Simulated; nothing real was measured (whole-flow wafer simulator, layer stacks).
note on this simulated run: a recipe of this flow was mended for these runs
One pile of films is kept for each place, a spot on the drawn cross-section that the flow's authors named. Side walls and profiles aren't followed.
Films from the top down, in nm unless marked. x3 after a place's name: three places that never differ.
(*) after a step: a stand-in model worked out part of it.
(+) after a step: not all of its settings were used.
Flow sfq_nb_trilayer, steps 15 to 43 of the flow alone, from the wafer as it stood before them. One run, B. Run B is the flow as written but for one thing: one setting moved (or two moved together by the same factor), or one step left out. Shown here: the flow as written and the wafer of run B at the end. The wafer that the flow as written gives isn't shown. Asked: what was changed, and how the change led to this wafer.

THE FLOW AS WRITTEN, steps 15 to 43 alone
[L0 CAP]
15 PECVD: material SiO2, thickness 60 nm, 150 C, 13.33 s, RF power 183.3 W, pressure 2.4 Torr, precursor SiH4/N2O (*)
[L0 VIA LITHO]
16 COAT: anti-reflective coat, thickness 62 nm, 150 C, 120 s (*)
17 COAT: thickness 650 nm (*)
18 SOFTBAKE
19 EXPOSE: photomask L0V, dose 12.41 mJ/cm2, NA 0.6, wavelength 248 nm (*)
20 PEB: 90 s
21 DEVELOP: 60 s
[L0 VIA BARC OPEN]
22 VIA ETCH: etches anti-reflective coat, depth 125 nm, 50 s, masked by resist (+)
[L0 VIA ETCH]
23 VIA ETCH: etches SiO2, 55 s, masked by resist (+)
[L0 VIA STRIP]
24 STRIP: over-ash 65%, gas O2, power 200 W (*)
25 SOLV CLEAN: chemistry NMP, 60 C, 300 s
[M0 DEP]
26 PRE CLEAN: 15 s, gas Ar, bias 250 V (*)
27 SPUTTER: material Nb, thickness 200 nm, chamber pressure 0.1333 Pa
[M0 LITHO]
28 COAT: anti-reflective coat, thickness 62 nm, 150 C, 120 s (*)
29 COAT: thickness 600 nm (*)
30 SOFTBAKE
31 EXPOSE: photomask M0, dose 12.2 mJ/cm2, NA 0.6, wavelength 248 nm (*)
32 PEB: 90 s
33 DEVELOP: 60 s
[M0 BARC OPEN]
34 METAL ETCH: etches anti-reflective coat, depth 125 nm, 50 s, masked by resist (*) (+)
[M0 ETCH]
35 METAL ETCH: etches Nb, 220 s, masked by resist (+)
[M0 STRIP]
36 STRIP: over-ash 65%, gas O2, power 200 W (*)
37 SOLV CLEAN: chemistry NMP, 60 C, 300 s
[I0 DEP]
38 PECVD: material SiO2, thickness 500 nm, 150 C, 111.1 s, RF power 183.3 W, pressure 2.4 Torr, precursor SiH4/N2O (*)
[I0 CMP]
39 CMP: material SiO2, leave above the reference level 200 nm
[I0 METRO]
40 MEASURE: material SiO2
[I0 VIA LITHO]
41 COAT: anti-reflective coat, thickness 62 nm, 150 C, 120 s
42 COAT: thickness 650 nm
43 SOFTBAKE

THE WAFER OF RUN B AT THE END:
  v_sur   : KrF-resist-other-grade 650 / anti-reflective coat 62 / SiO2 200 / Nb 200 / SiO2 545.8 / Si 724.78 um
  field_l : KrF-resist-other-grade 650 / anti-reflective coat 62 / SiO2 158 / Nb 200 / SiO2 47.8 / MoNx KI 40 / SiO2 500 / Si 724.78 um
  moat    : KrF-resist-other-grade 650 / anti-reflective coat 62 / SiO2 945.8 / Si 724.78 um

The cause: step 15, PECVD: thickness 52.8 nm was run, where the flow has thickness 60 nm; step 15, PECVD: 11.73 s was run, where the flow has 13.33 s.

How the change led to this, step by step:
  15 PECVD: material SiO2, thickness 60 nm, 150 C, 13.33 s, RF power 183.3 W, pressure 2.4 Torr, precursor SiH4/N2O (*)
      v_sur, via_wl, via_w and 97 more: SiO2 +52.8 (as written it would be: SiO2 +60)
      field_l, l0_sur, l0v, l0r_line_l, l0r_line_c, l0r_line_r: SiO2 +52.8 (new film) (as written it would be: SiO2 +60 (new film))
  23 VIA ETCH: etches SiO2, 55 s, masked by resist (+)
      l0v: SiO2 -52.5 (all of it), MoNx KI -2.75 (as written it would be: SiO2 -59.7 (all of it), MoNx KI -2.03)
  28 COAT: anti-reflective coat, thickness 62 nm, 150 C, 120 s (*)
      l0_sur: anti-reflective coat +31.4 (new film) (as written it would be: anti-reflective coat +29.3 (new film))
      l0v: anti-reflective coat +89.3 (new film) (as written it would be: anti-reflective coat +92.5 (new film))
  36 STRIP: over-ash 65%, gas O2, power 200 W (*)
      l0_sur: KrF-resist-other-grade -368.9 (all of it), anti-reflective coat -31.4 (all of it) (as written it would be: KrF-resist-other-grade -370 (all of it), anti-reflective coat -29.3 (all of it))
      l0v: KrF-resist-other-grade -371.1 (all of it), anti-reflective coat -89.3 (all of it) (as written it would be: KrF-resist-other-grade -374.1 (all of it), anti-reflective coat -92.5 (all of it))
  39 CMP: material SiO2, leave above the reference level 200 nm
      l0v: SiO2 -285 (as written it would be: SiO2 -277.4)
